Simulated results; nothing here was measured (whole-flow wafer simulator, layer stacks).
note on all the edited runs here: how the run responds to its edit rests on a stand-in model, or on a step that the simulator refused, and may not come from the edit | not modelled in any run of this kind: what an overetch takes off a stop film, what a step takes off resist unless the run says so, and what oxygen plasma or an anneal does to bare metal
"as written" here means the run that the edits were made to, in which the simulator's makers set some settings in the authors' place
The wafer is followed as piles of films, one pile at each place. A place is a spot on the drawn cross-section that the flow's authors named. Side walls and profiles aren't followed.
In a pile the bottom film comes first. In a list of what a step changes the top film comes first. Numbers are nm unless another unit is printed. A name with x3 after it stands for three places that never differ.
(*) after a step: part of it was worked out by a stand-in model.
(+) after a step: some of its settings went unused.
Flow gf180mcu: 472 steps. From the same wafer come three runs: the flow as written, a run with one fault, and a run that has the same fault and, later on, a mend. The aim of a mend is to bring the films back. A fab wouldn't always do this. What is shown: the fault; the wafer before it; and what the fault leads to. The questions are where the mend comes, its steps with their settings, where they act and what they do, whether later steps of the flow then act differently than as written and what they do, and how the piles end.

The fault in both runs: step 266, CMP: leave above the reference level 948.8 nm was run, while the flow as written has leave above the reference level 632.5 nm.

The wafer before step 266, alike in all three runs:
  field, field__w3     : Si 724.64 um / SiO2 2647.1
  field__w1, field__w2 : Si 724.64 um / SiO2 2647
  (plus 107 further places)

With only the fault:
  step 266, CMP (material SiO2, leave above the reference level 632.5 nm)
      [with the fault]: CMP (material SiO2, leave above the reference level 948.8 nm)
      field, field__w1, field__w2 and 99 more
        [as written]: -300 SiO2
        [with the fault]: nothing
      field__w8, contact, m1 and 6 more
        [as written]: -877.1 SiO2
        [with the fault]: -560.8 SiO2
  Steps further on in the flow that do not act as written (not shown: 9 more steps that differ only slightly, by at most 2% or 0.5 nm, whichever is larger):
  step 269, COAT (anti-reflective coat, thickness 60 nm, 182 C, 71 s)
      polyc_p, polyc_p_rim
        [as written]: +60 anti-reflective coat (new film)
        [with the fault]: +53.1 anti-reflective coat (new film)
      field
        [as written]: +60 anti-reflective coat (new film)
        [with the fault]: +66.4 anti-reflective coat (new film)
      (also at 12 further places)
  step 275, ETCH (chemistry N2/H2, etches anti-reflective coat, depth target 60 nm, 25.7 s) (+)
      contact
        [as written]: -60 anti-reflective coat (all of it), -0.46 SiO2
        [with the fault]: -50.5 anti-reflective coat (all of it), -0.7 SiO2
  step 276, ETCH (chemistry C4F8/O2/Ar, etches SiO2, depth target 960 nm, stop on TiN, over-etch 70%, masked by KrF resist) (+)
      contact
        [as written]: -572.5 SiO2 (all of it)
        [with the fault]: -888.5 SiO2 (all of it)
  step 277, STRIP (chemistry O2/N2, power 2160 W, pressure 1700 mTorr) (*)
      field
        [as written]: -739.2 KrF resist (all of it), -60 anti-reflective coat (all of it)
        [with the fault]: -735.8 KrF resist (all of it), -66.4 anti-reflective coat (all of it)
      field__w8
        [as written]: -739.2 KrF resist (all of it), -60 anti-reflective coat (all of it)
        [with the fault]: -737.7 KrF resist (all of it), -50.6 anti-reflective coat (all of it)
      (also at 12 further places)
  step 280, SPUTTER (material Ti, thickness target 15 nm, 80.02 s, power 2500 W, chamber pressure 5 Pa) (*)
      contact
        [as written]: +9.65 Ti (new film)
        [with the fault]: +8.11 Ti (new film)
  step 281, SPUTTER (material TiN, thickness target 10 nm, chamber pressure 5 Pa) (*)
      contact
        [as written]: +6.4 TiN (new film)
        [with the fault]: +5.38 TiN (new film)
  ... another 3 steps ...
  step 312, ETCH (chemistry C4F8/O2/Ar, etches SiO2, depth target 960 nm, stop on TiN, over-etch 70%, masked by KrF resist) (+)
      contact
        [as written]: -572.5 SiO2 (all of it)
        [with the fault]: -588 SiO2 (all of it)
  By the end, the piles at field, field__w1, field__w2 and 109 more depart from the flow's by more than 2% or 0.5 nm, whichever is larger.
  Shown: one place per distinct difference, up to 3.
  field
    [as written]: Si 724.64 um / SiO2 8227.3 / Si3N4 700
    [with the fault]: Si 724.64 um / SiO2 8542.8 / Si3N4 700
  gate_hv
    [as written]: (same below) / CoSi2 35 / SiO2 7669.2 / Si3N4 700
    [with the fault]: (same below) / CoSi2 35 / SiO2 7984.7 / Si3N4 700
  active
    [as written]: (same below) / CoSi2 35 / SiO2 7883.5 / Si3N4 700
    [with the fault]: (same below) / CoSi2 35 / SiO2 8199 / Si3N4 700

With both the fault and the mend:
  The mend follows step 274.
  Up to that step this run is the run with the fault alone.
  step 274a, STRIP (chemistry O2/N2, power 2160 W, pressure 1700 mTorr) (*)
      iso_ptap_pw, iso_ntap_nw, iso_nw_fld and 33 more
        -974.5 KrF resist (all of it), -60 anti-reflective coat (all of it)
      field__w2, field__w3, field__w6 and 20 more
        -974.7 KrF resist (all of it), -60 anti-reflective coat (all of it)
      field_sub, field_sub__w1, field_sub__w2 and 12 more
        -974.6 KrF resist (all of it), -60 anti-reflective coat (all of it)
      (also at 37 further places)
  step 274b, CMP (material SiO2, leave above the reference level 632.5 nm) (a further turn of the flow's step 266)
      field, field__w1, field__w2 and 99 more
        -300 SiO2
      field__w8, contact, m1 and 6 more
        -316.3 SiO2
  step 274c, HMDS (120 C, 60 s) (a further turn of the flow's step 268)
      does not change any film at any place that is followed
  step 274d, COAT (anti-reflective coat, thickness 60 nm, 182 C, 71 s) (a further turn of the flow's step 269)
      field, field__w1, field__w2 and 108 more
        +60 anti-reflective coat (new film)
  step 274e, COAT (KrF resist, thickness 1000 nm) (a further turn of the flow's step 270)
      field, field__w1, field__w2 and 108 more
        +1000 KrF resist (new film)
  step 274f, SOFTBAKE (KrF resist) (a further turn of the flow's step 271)
      does not change any film at any place that is followed
  step 274g, EXPOSE (photomask Via1) (a further turn of the flow's step 272)
      does not change any film at any place that is followed
  step 274h, PEB (KrF resist, 135 C, 90 s) (a further turn of the flow's step 273)
      field, field__w1, field__w2 and 108 more
        -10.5 KrF resist
  step 274i, DEVELOP (KrF resist, thickness 1000 nm, 60 s) (a further turn of the flow's step 274)
      field, field__w1, field__w2 and 107 more
        -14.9 KrF resist
      contact
        -989.5 KrF resist (all of it)
  Every later step of the flow that is run acts as written at every place that is followed.
  The piles end the same as the flow's at every place that both follow.
